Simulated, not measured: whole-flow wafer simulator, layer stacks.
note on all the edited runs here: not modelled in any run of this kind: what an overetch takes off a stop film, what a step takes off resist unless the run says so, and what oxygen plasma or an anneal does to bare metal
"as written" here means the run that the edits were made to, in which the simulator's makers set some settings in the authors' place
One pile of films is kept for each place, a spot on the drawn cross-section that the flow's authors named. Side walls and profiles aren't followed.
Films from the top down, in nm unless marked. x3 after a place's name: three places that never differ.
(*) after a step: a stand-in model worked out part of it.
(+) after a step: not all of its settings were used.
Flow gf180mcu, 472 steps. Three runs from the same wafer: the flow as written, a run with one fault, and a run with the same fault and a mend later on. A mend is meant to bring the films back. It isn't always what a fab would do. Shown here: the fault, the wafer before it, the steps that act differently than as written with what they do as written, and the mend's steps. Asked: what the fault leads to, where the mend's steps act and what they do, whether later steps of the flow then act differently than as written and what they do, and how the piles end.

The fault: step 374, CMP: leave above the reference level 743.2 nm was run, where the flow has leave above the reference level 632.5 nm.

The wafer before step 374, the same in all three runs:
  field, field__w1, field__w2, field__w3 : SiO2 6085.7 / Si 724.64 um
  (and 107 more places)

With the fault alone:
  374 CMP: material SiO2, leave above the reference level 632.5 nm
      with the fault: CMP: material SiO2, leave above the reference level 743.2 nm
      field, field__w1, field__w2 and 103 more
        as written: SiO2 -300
        with the fault: SiO2 -189.3
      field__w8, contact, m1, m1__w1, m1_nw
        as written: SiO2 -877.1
        with the fault: SiO2 -766.4
  Later steps of the flow that act differently than as written (1 more step differs only slightly, by at most 2% or 0.5 nm, whichever is larger, and isn't shown):
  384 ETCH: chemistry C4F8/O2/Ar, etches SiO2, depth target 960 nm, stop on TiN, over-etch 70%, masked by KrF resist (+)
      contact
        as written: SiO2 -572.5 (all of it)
        with the fault: SiO2 -683.2 (all of it)
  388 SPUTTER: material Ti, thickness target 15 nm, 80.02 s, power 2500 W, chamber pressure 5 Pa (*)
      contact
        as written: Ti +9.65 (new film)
        with the fault: Ti +9.05 (new film)
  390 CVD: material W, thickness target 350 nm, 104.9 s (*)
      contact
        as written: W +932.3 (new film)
        with the fault: W +1044 (new film)
  At the end the piles differ from the flow's by more than 2% or 0.5 nm, whichever is larger, at field__w8, contact, m1, m1__w1, m1_nw.
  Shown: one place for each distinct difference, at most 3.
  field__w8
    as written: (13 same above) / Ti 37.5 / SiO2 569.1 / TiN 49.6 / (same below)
    with the fault: (13 same above) / Ti 37.5 / SiO2 679.8 / TiN 49.6 / (same below)
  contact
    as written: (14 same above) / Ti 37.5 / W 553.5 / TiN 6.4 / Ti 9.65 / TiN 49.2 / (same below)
    with the fault: (14 same above) / Ti 37.5 / W 665.2 / TiN 6 / Ti 9.05 / TiN 49.2 / (same below)

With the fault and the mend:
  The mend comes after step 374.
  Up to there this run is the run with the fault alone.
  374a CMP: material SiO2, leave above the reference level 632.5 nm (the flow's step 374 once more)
      field, field__w1, field__w2 and 108 more
        SiO2 -110.7
  No later step of the flow acts differently than as written at any place that is followed.
  At the end the piles are the same as the flow's at every place that both follow.
